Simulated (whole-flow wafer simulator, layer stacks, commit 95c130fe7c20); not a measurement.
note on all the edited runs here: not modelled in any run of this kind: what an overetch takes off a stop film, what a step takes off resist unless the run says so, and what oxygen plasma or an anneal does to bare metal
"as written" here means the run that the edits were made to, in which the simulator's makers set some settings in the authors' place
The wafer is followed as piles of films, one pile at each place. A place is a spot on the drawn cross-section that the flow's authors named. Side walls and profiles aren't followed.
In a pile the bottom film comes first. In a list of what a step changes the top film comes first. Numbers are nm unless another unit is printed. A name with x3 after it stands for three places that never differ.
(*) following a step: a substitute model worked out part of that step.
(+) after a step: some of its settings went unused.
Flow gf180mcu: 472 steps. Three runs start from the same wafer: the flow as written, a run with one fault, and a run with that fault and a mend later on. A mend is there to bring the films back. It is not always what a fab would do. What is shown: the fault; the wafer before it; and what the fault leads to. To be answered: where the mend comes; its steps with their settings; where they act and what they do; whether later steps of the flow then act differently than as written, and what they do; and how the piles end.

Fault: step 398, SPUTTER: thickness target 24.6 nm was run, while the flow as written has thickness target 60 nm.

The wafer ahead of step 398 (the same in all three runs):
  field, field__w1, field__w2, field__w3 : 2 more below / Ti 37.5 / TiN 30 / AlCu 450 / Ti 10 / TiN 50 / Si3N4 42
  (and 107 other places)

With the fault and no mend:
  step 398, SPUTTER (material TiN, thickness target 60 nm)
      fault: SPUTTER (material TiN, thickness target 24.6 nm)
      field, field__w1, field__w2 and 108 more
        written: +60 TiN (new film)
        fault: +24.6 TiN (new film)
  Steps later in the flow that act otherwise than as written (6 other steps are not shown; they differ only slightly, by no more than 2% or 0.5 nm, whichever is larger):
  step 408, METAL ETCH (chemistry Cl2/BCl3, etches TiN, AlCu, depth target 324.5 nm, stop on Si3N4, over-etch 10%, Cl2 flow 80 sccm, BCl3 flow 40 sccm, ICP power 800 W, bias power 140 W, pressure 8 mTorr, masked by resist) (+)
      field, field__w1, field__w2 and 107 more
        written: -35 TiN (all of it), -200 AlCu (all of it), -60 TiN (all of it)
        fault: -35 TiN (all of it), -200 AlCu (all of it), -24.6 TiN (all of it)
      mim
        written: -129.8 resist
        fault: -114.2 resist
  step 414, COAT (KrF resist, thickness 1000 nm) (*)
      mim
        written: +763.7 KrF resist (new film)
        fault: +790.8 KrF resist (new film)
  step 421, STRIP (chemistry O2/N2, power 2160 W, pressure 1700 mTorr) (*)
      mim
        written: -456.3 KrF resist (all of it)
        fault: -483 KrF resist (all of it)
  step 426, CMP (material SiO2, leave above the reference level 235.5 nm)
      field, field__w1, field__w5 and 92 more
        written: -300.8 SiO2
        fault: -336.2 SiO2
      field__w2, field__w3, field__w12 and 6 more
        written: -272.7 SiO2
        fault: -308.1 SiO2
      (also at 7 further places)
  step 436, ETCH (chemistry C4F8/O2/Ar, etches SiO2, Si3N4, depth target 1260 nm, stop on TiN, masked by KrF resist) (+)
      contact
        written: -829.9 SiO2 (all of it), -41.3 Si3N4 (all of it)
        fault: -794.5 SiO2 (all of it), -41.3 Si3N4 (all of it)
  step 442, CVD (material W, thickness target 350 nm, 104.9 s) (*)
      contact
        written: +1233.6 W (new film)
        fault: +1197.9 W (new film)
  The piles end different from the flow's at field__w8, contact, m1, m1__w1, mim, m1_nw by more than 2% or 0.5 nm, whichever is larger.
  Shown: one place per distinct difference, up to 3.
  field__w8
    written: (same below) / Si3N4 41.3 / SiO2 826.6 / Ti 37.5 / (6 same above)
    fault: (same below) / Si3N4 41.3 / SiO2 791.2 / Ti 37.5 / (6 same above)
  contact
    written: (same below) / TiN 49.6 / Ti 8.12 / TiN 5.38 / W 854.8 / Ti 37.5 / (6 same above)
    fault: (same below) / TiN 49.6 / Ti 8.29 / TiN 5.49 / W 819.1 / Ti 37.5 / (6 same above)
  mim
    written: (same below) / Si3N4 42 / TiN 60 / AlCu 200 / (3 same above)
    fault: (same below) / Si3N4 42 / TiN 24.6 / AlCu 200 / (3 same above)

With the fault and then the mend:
  After step 398 comes the mend.
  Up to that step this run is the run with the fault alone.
  step 398a, SPUTTER (material TiN, thickness target 35.4 nm) (a further turn of the flow's step 398, with different settings)
      field, field__w1, field__w2 and 108 more
        +35.4 TiN
  None of the later steps of the flow acts differently than as written at any place that is followed.
  At every place that both follow, the piles at the end match the flow's.
